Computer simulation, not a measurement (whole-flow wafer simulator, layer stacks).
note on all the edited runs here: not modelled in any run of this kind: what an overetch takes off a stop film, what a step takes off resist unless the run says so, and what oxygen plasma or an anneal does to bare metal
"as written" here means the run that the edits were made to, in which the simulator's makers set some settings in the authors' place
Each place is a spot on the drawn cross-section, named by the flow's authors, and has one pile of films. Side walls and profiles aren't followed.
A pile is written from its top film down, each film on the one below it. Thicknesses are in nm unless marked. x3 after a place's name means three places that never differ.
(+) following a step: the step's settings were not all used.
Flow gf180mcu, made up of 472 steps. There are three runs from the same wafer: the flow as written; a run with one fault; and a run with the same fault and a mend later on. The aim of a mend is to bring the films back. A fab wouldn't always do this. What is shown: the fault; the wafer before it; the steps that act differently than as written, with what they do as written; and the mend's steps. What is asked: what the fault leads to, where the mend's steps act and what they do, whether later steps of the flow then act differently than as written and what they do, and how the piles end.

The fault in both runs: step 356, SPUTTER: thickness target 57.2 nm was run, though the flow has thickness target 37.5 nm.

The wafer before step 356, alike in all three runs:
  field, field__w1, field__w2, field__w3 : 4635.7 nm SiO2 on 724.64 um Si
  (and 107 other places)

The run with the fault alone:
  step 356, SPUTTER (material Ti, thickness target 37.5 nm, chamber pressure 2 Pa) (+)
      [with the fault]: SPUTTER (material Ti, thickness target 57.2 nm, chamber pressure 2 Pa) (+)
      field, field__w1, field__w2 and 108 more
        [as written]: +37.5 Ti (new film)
        [with the fault]: +57.2 Ti (new film)
  Later steps of the flow acting differently than as written:
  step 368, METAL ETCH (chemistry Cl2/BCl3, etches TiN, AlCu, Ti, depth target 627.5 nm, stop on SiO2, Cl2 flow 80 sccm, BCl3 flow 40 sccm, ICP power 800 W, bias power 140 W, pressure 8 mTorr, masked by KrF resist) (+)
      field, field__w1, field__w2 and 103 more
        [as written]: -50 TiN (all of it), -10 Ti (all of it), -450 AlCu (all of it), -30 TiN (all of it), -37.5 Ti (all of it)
        [with the fault]: -50 TiN (all of it), -10 Ti (all of it), -450 AlCu (all of it), -30 TiN (all of it), -57.2 Ti (all of it)
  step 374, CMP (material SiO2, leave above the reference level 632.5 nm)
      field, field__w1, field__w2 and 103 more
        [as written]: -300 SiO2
        [with the fault]: -280.3 SiO2
  At field__w8, contact, m1, m1__w1, m1_nw, the piles at the end differ from the flow's by more than 2% or 0.5 nm, whichever is larger.
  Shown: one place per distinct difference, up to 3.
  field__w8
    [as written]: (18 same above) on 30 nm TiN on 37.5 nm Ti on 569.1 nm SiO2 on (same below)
    [with the fault]: (18 same above) on 30 nm TiN on 57.2 nm Ti on 569.1 nm SiO2 on (same below)
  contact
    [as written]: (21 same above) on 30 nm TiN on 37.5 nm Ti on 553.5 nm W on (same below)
    [with the fault]: (21 same above) on 30 nm TiN on 57.2 nm Ti on 553.5 nm W on (same below)

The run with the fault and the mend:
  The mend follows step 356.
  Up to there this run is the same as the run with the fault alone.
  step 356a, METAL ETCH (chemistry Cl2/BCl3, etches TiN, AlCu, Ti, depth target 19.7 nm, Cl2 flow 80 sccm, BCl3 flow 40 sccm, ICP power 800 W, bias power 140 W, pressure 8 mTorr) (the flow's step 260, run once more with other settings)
      field, field__w1, field__w2 and 108 more
        -19.7 Ti
  Later steps of the flow that are run all act as written at every place that is followed.
  At every place that both follow, the piles at the end match the flow's.
